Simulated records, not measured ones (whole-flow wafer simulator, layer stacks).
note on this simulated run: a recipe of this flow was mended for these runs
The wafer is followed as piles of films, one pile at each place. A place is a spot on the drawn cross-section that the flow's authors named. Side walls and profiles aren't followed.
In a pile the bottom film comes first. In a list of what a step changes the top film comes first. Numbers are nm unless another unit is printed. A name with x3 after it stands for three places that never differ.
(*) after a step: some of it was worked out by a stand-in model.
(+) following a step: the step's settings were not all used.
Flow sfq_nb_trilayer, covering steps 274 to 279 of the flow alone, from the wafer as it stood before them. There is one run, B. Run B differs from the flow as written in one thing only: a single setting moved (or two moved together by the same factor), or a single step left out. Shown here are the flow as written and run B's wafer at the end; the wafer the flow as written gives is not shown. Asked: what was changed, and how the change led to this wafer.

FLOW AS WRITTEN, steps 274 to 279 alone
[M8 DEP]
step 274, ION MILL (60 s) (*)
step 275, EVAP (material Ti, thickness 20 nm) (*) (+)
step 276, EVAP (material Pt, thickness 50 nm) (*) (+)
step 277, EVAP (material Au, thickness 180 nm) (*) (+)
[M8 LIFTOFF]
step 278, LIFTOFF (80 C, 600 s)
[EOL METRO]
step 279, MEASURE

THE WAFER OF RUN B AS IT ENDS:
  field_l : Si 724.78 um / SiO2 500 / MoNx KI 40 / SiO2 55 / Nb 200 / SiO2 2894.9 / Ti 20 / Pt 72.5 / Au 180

What caused this: step 276, EVAP: thickness 72.5 nm was run, whereas the flow has thickness 50 nm.
One can read it off the wafer: field_l has Pt 72.5, and step 276 as written asks for 50 nm.

Step by step, how the change led to this:
  step 276, EVAP (material Pt, thickness 50 nm) (*) (+)
      field_l, v_sur x3, via_wl x2 and 100 more: +72.5 Pt (new film) (it would be, as written: +50 Pt (new film))
  step 278, LIFTOFF (80 C, 600 s)
      p4_fl x5, p4_w1 x9, p3_s0 x11 and 49 more: -180 Au (all of it), -72.5 Pt (all of it), -20 Ti (all of it), -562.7 KrF-resist-other-grade (all of it), -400 lift-off-underlayer (all of it) (it would be, as written: -180 Au (all of it), -50 Pt (all of it), -20 Ti (all of it), -562.7 KrF-resist-other-grade (all of it), -400 lift-off-underlayer (all of it))
      r_sur, res, r_end: -180 Au (all of it), -72.5 Pt (all of it), -20 Ti (all of it), -559.9 KrF-resist-other-grade (all of it), -399.5 lift-off-underlayer (all of it) (it would be, as written: -180 Au (all of it), -50 Pt (all of it), -20 Ti (all of it), -559.9 KrF-resist-other-grade (all of it), -399.5 lift-off-underlayer (all of it))
      (as well as at 18 more places)
